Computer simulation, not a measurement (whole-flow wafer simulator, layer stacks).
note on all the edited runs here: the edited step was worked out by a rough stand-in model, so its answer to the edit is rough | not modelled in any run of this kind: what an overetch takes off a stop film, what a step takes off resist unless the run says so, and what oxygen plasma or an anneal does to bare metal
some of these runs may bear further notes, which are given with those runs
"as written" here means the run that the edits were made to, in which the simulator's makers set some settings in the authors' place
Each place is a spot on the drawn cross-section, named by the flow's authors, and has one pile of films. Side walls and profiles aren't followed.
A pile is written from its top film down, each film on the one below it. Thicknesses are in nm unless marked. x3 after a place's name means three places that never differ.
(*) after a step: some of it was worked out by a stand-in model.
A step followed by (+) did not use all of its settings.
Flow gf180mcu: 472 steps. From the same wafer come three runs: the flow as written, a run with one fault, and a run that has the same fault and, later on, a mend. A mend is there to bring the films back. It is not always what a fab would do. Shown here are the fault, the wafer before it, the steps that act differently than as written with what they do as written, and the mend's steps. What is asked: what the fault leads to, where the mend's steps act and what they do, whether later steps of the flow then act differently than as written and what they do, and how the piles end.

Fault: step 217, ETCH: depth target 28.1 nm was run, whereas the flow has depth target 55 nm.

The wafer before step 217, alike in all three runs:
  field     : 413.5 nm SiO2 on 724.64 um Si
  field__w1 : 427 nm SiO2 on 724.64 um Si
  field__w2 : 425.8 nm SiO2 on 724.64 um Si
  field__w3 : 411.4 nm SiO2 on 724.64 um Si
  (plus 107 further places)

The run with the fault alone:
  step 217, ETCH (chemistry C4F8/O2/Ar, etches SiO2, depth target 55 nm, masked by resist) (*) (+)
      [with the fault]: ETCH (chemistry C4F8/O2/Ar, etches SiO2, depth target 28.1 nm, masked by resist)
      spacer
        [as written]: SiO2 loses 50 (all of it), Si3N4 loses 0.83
        [with the fault]: SiO2 loses 28.1
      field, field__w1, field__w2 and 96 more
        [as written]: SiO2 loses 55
        [with the fault]: SiO2 loses 28.1
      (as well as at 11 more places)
  Later steps of the flow acting differently than as written (7 more steps, not shown, differ only slightly: by at most 2% or 0.5 nm, whichever is larger):
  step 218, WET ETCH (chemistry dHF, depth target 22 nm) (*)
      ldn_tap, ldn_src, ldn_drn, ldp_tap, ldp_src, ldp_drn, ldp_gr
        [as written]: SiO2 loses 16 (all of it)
        [with the fault]: SiO2 loses 40.1
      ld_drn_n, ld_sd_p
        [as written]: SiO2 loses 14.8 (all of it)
        [with the fault]: SiO2 loses 39.2
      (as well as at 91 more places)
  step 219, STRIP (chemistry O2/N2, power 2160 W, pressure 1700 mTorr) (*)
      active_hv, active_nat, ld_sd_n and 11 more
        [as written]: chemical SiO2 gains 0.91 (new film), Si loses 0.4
        [with the fault]: nothing
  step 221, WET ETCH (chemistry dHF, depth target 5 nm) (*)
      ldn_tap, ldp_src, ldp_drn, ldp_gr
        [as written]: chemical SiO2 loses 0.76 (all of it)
        [with the fault]: SiO2 loses 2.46 (all of it)
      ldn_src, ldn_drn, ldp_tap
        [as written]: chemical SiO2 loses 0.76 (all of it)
        [with the fault]: SiO2 loses 2.45 (all of it)
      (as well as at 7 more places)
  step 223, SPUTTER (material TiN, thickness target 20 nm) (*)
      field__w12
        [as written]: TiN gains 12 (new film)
        [with the fault]: TiN gains 12.7 (new film)
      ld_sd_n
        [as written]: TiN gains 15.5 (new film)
        [with the fault]: TiN gains 16.1 (new film)
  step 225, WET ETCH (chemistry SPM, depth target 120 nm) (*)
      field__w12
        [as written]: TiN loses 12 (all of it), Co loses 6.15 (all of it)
        [with the fault]: TiN loses 12.7 (all of it), Co loses 6.46 (all of it)
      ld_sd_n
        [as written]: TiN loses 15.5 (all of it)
        [with the fault]: TiN loses 16.1 (all of it)
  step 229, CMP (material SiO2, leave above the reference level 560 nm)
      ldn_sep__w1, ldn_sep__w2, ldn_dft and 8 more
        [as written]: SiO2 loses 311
        [with the fault]: SiO2 loses 321.3
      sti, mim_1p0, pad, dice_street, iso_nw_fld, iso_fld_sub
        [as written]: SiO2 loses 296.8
        [with the fault]: SiO2 loses 307.1
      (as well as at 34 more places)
  The piles end only slightly different from the flow's at the places that both follow, by no more than 2% or 0.5 nm, whichever is larger.

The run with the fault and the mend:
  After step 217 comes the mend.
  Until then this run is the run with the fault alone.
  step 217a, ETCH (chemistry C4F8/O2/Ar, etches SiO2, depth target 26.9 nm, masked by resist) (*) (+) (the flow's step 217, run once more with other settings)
      field, field__w1, field__w2 and 96 more
        SiO2 loses 26.9
      field__w5, field__w9, field__w13 and 8 more
        resist loses 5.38
      spacer
        SiO2 loses 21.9 (all of it), Si3N4 loses 0.83
  None of the later steps of the flow differs from how it acts as written, at any place that is followed, by more than 2% or 0.5 nm, whichever is larger.
  The piles end only slightly different from the flow's at the places that both follow, by no more than 2% or 0.5 nm, whichever is larger.
